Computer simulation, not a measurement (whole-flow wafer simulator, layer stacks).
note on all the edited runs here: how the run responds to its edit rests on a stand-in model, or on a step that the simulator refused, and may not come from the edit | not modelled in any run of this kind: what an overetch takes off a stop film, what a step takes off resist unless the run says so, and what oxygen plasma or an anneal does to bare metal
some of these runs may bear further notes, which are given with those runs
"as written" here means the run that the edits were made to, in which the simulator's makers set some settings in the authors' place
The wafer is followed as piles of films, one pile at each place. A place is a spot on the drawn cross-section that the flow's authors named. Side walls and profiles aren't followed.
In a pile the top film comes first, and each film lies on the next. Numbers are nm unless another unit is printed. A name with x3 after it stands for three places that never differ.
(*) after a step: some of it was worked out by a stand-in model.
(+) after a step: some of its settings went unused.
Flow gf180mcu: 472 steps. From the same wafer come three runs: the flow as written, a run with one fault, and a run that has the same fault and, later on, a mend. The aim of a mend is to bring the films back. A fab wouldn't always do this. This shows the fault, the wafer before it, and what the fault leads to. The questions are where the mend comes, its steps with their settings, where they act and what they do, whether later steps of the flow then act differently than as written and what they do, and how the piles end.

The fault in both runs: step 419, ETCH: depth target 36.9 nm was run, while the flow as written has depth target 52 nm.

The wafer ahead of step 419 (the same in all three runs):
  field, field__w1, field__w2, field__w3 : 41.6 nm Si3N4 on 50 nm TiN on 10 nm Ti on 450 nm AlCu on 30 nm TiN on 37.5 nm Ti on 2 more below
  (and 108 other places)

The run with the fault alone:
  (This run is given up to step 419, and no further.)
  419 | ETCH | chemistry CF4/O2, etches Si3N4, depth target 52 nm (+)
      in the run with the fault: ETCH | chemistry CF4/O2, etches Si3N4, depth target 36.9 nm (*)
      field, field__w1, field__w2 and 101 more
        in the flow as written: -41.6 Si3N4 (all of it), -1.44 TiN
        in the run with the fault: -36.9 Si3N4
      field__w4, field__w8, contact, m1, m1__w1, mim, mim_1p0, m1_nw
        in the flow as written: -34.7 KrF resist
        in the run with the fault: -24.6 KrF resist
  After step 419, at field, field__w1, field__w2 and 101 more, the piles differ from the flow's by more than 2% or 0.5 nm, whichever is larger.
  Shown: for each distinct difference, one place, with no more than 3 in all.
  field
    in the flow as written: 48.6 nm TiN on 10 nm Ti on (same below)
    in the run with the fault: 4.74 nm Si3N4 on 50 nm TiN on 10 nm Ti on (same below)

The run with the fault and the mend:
  The mend stands after step 419.
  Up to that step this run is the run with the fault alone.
  419a | ETCH | chemistry CF4/O2, etches Si3N4, depth target 15.1 nm (*) (+) (the flow's step 419 again, with other settings)
      field, field__w1, field__w2 and 101 more
        -4.74 Si3N4 (all of it), -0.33 TiN
      field__w4, field__w8, contact, m1, m1__w1, mim, mim_1p0, m1_nw
        -4.74 KrF resist
  Later steps of the flow acting differently than as written (not shown: 1 more step that differs only slightly, by at most 2% or 0.5 nm, whichever is larger):
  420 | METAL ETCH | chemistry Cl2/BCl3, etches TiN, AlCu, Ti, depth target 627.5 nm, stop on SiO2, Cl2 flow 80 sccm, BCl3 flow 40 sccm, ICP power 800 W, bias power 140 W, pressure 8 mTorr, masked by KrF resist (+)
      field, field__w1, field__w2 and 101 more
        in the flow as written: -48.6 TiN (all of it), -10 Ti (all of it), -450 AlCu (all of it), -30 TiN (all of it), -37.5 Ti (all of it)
        in the run with the mend: -49.7 TiN (all of it), -10 Ti (all of it), -450 AlCu (all of it), -30 TiN (all of it), -37.5 Ti (all of it)
  At every place that both follow, the piles at the end match the flow's.
